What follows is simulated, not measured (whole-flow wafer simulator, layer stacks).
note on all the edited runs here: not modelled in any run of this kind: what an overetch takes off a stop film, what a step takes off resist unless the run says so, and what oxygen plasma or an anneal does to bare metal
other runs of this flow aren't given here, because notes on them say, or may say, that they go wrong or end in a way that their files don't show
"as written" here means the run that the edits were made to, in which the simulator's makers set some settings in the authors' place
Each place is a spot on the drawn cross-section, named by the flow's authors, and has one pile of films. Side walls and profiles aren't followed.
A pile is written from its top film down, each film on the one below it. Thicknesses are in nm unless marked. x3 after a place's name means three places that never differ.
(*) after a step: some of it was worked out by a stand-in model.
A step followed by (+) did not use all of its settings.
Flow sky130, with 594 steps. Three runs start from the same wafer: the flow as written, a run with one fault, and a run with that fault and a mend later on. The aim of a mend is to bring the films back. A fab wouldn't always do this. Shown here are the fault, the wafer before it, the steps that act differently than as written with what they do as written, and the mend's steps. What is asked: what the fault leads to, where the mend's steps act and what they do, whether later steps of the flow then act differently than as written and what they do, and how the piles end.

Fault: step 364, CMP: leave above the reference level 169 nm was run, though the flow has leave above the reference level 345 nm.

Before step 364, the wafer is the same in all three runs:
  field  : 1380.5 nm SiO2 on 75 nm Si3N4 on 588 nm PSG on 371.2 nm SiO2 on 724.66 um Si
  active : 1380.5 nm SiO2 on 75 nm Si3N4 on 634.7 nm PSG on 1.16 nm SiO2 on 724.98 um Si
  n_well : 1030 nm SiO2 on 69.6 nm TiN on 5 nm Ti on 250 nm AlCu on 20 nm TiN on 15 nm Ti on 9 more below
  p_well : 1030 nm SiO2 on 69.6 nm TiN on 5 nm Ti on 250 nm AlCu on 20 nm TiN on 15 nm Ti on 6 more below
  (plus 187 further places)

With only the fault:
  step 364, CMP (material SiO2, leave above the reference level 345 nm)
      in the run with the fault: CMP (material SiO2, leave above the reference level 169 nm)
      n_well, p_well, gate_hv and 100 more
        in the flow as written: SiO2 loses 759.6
        in the run with the fault: SiO2 loses 935.6
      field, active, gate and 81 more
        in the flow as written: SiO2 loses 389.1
        in the run with the fault: SiO2 loses 565.1
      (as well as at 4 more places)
  Later steps of the flow acting differently than as written (not shown: 10 more steps that differ only slightly, by at most 2% or 0.5 nm, whichever is larger):
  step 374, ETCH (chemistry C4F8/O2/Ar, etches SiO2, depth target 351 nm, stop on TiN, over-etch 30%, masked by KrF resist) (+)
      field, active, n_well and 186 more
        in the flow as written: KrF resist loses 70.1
        in the run with the fault: KrF resist loses 24.4
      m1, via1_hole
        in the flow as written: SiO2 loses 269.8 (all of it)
        in the run with the fault: SiO2 loses 93.8 (all of it)
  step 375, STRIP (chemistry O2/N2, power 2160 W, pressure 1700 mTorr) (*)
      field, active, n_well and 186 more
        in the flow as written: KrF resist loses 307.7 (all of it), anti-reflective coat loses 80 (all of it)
        in the run with the fault: KrF resist loses 353.4 (all of it), anti-reflective coat loses 80 (all of it)
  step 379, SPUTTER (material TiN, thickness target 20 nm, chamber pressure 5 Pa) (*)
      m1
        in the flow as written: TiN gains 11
        in the run with the fault: TiN gains 15.2
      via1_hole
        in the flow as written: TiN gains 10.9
        in the run with the fault: TiN gains 15.2
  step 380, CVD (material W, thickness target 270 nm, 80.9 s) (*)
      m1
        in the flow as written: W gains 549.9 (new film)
        in the run with the fault: W gains 369.6 (new film)
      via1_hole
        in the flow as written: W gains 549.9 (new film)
        in the run with the fault: W gains 369.7 (new film)
  At field, active, n_well and 190 more, the piles at the end differ from the flow's by more than 2% or 0.5 nm, whichever is larger.
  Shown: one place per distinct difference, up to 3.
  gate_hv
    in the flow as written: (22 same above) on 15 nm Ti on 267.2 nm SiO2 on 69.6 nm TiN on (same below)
    in the run with the fault: (22 same above) on 15 nm Ti on 91.2 nm SiO2 on 69.6 nm TiN on (same below)
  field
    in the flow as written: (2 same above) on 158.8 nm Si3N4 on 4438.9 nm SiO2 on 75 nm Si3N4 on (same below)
    in the run with the fault: (2 same above) on 158.8 nm Si3N4 on 4262.9 nm SiO2 on 75 nm Si3N4 on (same below)
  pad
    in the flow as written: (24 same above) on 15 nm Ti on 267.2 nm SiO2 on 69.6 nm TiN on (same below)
    in the run with the fault: (24 same above) on 15 nm Ti on 91.2 nm SiO2 on 69.6 nm TiN on (same below)

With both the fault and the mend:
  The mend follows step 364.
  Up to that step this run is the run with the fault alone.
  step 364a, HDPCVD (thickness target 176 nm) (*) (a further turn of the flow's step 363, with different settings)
      field, active, n_well and 188 more
        SiO2 gains 176
  None of the later steps of the flow differs from how it acts as written, at any place that is followed, by more than 2% or 0.5 nm, whichever is larger.
  By the end, the piles equal the flow's at every place that both follow.
